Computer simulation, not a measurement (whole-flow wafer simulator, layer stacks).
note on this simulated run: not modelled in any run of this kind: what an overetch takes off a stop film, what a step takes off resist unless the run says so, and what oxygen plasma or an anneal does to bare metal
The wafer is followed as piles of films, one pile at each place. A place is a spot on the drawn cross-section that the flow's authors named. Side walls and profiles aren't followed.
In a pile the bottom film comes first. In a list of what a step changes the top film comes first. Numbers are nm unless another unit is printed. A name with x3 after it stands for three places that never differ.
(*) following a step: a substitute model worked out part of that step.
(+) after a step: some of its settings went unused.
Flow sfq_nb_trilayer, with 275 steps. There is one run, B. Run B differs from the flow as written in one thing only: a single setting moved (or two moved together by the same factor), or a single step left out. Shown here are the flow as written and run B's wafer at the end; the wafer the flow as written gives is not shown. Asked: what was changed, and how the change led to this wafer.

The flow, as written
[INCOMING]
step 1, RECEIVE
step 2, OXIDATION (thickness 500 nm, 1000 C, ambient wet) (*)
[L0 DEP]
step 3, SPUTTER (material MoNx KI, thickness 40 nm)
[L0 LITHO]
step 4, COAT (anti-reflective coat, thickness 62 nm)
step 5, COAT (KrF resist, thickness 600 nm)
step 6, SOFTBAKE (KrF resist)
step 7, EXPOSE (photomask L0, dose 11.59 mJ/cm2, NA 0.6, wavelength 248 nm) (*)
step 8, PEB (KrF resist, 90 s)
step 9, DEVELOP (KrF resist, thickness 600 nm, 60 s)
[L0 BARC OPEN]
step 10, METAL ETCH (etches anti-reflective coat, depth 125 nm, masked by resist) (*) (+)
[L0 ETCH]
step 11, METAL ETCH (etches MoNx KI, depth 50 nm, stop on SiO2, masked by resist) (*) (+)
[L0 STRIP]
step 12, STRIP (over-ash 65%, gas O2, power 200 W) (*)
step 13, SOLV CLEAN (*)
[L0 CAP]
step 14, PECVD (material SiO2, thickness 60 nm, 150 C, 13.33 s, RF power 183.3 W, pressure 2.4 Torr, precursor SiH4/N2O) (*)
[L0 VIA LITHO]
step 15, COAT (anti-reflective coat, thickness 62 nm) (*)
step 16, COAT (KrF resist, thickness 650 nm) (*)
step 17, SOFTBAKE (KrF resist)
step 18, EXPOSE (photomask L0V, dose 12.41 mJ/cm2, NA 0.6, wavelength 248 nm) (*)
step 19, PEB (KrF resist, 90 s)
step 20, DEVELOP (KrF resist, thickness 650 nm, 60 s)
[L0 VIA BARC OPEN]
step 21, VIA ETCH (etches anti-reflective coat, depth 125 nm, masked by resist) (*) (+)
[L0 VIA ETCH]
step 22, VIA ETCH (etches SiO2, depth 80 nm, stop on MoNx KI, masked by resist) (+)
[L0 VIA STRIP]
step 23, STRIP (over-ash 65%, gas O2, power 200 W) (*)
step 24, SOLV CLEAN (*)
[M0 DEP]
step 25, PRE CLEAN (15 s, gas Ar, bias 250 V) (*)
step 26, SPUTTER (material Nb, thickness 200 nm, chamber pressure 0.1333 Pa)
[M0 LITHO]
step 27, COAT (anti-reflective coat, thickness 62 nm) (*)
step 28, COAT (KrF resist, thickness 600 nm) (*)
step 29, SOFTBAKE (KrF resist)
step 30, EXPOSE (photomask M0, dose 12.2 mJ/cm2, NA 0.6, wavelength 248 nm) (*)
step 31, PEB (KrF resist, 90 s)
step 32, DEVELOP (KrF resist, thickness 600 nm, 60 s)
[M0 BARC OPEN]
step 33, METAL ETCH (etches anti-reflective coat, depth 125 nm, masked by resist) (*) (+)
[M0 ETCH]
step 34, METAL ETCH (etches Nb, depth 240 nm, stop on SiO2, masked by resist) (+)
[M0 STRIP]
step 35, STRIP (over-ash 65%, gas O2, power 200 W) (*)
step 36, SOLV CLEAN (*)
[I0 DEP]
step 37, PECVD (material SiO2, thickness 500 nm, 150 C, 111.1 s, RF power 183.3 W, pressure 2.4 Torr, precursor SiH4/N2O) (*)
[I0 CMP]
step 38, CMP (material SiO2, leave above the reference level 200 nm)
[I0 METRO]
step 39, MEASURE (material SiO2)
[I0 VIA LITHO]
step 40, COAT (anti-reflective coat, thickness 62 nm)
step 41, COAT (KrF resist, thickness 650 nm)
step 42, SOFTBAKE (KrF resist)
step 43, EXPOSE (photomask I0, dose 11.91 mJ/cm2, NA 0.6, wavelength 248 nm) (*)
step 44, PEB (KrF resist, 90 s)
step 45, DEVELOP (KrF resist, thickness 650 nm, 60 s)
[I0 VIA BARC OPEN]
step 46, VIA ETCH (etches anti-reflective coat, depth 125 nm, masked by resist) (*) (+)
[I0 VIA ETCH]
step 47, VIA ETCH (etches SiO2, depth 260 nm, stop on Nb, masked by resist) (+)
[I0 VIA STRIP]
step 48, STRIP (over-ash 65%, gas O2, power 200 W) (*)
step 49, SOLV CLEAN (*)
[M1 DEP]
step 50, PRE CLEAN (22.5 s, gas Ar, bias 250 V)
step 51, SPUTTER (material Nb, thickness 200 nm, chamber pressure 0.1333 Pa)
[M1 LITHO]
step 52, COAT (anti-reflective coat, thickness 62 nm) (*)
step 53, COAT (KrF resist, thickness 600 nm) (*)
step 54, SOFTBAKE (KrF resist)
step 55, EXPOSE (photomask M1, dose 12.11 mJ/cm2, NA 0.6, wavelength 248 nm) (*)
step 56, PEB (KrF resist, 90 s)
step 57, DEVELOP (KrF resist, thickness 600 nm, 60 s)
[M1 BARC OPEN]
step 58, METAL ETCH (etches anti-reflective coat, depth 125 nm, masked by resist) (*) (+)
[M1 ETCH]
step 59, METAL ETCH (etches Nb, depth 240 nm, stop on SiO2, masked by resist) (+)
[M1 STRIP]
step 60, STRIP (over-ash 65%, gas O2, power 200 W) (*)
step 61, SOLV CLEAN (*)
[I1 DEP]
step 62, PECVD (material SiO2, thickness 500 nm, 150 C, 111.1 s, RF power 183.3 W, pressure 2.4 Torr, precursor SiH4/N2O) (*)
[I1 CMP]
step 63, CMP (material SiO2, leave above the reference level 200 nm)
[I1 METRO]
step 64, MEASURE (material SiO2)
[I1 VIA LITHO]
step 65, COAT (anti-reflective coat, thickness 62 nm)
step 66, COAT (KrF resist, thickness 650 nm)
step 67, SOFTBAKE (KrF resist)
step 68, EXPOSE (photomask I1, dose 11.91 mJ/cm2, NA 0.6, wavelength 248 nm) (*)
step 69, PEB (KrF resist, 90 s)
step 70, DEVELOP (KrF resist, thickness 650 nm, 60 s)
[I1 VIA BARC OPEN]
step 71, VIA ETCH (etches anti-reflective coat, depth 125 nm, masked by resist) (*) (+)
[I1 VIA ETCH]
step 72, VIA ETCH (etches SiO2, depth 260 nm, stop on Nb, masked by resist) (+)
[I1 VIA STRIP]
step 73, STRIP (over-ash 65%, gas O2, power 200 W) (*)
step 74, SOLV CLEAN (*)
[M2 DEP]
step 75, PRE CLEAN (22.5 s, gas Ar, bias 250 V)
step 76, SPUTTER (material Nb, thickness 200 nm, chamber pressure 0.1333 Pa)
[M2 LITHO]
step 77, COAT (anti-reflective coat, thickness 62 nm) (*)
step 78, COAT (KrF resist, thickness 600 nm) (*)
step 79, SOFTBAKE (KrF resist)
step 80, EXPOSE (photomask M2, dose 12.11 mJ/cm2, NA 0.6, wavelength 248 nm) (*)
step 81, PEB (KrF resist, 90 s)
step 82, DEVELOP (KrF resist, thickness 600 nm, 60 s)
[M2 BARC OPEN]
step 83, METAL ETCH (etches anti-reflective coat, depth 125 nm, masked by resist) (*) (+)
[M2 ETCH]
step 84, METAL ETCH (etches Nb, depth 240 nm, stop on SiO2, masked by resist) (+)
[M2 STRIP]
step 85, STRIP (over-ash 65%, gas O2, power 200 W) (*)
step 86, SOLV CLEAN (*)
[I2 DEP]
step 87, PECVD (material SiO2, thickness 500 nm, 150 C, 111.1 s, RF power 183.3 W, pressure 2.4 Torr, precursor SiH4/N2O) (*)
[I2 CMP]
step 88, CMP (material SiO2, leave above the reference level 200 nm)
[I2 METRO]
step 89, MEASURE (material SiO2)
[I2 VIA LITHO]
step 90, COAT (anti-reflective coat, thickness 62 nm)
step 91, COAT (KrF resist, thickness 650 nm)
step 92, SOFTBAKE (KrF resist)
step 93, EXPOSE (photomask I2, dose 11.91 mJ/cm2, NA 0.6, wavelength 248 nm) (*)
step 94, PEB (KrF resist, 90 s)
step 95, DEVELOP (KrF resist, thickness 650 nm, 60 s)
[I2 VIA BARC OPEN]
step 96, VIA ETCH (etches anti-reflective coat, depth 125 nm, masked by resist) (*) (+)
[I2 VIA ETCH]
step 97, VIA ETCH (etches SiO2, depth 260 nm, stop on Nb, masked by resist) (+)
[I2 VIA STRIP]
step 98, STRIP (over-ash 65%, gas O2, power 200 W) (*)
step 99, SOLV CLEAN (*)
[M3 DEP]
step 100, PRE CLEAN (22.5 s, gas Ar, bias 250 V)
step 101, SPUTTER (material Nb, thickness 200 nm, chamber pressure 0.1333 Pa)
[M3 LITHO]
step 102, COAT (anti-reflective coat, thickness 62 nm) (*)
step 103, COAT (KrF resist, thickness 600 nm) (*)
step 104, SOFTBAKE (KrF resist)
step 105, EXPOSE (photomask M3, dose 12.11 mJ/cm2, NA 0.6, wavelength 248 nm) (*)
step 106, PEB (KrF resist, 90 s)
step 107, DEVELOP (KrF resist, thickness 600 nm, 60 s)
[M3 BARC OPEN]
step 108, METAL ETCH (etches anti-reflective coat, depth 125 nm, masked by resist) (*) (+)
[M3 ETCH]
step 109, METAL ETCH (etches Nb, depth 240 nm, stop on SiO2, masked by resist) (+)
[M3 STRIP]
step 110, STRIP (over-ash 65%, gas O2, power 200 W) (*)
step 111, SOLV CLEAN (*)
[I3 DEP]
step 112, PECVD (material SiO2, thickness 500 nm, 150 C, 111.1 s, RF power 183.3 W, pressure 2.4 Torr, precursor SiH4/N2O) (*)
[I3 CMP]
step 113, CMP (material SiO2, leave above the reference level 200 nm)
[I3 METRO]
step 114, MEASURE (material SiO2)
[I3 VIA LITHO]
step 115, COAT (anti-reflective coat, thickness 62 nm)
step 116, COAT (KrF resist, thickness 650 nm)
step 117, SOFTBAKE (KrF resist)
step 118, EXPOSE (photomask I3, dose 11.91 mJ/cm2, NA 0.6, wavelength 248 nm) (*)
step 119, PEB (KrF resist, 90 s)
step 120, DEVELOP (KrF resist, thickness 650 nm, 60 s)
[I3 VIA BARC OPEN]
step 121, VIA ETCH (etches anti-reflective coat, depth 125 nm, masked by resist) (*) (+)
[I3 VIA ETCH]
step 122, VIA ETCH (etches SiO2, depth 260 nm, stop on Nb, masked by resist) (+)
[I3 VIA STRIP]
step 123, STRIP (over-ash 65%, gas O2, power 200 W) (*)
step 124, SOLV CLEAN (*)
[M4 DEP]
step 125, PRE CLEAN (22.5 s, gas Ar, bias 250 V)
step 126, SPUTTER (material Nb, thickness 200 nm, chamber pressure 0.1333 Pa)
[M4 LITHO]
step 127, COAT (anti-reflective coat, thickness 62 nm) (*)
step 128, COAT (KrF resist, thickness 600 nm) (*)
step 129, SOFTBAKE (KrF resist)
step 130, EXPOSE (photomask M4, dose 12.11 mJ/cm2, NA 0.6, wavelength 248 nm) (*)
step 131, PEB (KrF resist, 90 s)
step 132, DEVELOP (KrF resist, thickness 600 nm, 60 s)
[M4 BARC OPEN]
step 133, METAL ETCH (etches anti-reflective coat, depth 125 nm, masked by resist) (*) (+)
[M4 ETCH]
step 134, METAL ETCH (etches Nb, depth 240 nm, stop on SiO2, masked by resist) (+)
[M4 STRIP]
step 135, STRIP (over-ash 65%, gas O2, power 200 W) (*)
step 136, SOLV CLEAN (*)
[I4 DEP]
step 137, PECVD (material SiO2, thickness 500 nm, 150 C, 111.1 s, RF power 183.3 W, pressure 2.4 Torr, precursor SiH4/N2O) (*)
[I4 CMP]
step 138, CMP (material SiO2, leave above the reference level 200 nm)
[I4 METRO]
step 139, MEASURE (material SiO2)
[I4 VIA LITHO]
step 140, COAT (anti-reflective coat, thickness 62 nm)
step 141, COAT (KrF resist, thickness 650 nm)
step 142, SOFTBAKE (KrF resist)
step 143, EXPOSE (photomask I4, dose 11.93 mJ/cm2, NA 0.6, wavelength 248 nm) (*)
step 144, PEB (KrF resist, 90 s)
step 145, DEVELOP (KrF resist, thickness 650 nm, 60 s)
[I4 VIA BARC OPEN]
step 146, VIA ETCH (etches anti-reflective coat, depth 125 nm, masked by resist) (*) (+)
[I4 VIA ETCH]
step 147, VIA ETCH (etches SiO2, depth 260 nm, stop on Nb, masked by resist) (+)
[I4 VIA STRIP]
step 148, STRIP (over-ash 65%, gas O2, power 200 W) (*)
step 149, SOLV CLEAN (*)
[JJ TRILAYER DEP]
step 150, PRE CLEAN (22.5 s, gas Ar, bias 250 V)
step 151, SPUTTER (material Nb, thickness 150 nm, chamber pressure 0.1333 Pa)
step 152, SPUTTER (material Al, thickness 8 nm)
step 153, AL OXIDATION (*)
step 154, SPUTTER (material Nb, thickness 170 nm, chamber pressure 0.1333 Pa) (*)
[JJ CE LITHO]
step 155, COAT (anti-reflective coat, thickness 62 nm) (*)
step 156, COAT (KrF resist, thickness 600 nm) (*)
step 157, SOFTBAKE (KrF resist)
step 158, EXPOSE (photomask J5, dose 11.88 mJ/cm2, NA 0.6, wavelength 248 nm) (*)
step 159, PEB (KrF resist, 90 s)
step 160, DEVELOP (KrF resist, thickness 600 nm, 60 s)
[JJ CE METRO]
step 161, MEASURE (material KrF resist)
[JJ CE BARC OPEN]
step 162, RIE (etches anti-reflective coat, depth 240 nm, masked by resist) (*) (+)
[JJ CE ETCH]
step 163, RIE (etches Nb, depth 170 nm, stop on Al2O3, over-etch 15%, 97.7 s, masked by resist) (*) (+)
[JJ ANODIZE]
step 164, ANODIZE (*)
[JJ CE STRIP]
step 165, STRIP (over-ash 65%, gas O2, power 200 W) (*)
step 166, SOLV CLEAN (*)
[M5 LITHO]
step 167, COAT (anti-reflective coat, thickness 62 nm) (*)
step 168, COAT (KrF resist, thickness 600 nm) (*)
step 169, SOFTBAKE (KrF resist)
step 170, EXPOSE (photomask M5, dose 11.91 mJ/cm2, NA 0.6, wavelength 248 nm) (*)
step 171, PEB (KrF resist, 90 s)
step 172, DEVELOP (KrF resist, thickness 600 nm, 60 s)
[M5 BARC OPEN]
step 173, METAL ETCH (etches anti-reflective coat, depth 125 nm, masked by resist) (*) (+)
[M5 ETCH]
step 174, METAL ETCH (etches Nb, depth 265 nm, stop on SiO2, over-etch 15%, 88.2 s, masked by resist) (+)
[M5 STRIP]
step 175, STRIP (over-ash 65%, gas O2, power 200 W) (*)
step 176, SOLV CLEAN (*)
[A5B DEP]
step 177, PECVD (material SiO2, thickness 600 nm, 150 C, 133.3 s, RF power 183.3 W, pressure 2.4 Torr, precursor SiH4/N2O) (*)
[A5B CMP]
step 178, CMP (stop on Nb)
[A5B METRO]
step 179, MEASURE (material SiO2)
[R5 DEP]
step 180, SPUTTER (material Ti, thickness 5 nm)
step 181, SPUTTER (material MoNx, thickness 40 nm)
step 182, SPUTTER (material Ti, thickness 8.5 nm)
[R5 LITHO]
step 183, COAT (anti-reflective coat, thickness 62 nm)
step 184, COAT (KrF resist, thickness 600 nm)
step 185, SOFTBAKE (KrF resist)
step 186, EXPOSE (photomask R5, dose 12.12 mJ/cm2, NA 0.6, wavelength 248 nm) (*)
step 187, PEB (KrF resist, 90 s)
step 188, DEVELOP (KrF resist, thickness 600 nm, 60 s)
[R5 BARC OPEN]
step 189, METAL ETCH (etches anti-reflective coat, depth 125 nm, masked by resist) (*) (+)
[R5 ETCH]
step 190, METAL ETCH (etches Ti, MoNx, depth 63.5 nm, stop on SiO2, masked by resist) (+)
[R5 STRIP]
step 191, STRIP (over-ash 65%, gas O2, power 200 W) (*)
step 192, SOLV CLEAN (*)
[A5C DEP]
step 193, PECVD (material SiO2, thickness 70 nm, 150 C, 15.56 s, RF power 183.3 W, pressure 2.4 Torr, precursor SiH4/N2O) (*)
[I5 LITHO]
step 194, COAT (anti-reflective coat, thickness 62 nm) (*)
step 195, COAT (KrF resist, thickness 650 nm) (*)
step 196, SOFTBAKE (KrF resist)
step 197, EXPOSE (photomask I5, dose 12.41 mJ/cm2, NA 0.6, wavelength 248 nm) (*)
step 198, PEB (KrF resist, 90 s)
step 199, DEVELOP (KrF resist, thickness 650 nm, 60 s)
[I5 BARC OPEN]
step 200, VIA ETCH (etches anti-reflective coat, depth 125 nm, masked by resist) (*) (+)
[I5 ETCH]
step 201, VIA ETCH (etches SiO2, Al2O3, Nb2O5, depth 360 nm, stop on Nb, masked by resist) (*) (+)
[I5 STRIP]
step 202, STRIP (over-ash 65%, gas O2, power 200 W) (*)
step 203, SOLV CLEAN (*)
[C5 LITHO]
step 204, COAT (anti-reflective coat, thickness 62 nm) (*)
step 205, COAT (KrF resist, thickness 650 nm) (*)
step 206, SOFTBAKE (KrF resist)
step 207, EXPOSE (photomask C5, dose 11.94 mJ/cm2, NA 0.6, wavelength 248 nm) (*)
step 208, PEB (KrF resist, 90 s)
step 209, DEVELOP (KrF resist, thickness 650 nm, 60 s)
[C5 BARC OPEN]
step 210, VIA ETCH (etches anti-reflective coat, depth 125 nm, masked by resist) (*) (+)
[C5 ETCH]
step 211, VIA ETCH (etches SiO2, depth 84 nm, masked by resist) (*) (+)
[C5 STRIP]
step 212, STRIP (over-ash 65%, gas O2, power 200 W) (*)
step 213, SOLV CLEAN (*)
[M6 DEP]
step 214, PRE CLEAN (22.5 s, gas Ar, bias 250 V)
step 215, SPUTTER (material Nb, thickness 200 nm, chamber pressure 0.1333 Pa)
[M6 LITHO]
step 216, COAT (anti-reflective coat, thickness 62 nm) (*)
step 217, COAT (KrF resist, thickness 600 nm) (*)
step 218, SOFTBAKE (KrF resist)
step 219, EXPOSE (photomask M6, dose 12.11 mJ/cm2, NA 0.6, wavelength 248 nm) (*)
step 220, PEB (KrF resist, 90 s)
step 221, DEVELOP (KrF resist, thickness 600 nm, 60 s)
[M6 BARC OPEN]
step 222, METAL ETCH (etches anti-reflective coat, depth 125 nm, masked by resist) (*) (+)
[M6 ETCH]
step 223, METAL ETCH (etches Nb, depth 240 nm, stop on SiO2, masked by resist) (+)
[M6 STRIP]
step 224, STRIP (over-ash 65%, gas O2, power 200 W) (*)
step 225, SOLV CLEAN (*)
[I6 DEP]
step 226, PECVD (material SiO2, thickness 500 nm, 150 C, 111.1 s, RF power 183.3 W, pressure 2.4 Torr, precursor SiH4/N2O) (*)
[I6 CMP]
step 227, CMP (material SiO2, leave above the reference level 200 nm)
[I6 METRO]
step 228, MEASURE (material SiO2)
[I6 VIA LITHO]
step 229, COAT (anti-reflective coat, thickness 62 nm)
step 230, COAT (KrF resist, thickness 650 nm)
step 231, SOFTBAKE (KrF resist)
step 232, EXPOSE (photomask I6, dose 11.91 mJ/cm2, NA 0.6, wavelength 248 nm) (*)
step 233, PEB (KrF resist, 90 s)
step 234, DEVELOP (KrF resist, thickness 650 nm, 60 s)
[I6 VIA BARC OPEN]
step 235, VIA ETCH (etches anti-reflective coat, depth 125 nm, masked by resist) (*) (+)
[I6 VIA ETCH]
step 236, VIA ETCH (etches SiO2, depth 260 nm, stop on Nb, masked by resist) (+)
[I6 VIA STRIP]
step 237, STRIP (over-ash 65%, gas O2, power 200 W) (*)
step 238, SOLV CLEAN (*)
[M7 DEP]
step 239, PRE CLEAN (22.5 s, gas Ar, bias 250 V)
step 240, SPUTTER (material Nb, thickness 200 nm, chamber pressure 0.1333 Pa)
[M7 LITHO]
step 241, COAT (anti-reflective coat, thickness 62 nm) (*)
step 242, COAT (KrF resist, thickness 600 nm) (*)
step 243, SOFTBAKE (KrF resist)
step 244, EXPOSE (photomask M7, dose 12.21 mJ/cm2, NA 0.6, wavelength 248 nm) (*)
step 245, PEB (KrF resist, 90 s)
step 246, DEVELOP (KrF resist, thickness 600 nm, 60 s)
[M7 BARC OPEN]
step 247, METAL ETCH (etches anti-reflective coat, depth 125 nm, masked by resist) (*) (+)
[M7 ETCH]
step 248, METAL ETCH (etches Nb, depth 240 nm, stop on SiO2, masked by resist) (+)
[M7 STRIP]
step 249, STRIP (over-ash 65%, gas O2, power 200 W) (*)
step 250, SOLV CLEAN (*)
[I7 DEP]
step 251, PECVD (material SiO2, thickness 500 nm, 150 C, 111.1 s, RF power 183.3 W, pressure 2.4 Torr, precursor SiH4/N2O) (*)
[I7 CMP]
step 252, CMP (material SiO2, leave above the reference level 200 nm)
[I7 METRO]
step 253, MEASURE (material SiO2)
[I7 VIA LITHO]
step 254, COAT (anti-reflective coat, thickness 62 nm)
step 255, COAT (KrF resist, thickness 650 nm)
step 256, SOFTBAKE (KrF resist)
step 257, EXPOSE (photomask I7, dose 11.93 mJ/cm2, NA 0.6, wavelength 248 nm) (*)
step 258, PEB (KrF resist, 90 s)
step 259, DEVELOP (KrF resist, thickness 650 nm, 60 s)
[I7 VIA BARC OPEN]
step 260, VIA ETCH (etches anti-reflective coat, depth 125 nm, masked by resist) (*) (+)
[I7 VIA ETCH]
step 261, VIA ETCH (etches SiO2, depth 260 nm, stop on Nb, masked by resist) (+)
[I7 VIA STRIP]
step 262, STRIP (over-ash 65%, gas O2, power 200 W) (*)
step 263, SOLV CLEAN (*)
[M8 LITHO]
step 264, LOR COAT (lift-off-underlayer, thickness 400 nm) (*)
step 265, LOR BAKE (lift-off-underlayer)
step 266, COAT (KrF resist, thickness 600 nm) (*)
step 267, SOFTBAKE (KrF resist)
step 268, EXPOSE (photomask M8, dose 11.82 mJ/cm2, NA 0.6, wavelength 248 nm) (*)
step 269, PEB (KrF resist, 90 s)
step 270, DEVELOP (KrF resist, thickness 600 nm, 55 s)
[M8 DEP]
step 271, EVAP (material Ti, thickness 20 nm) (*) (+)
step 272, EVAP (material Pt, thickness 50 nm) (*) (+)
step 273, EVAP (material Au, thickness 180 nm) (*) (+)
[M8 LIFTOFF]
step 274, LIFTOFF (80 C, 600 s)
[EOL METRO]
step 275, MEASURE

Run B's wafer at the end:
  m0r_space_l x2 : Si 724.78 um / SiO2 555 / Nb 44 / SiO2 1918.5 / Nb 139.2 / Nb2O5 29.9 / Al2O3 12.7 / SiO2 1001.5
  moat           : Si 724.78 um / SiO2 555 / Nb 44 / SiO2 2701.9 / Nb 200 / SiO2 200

The reason: step 34, METAL ETCH: depth 156 nm was run, whereas the flow has depth 240 nm.

Step by step, how the change led to this:
  step 34, METAL ETCH (etches Nb, depth 240 nm, stop on SiO2, masked by resist) (+)
      moat, m0r_space_l x2: -156 Nb (it would be, as written: -200 Nb (all of it))
      field_l, v_sur, via_wl and 100 more: -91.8 KrF resist (it would be, as written: -141.2 KrF resist)
  step 35, STRIP (over-ash 65%, gas O2, power 200 W) (*)
      p4_fl, p4_fm, p4_w1 and 68 more: -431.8 KrF resist (all of it), -62 anti-reflective coat (all of it) (it would be, as written: -382.4 KrF resist (all of it), -62 anti-reflective coat (all of it))
      ce_r, sp_r, be_r, r_sur: -438.4 KrF resist (all of it), -63.6 anti-reflective coat (all of it) (it would be, as written: -389 KrF resist (all of it), -63.6 anti-reflective coat (all of it))
      (as well as at 28 more places)
  step 37, PECVD (material SiO2, thickness 500 nm, 150 C, 111.1 s, RF power 183.3 W, pressure 2.4 Torr, precursor SiH4/N2O) (*)
      moat, m0r_space_l x2: +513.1 SiO2 (new film) (it would be, as written: +557.1 SiO2)
With metal films that touch counted as one body, m0r_space_l x2 has 2 bodies (between them, from the top down: SiO2 1918.5); the flow as written gives 1 body.
With metal films that touch counted as one body, moat has 2 bodies (between them, from the top down: SiO2 2701.9); the flow as written gives 1 body.
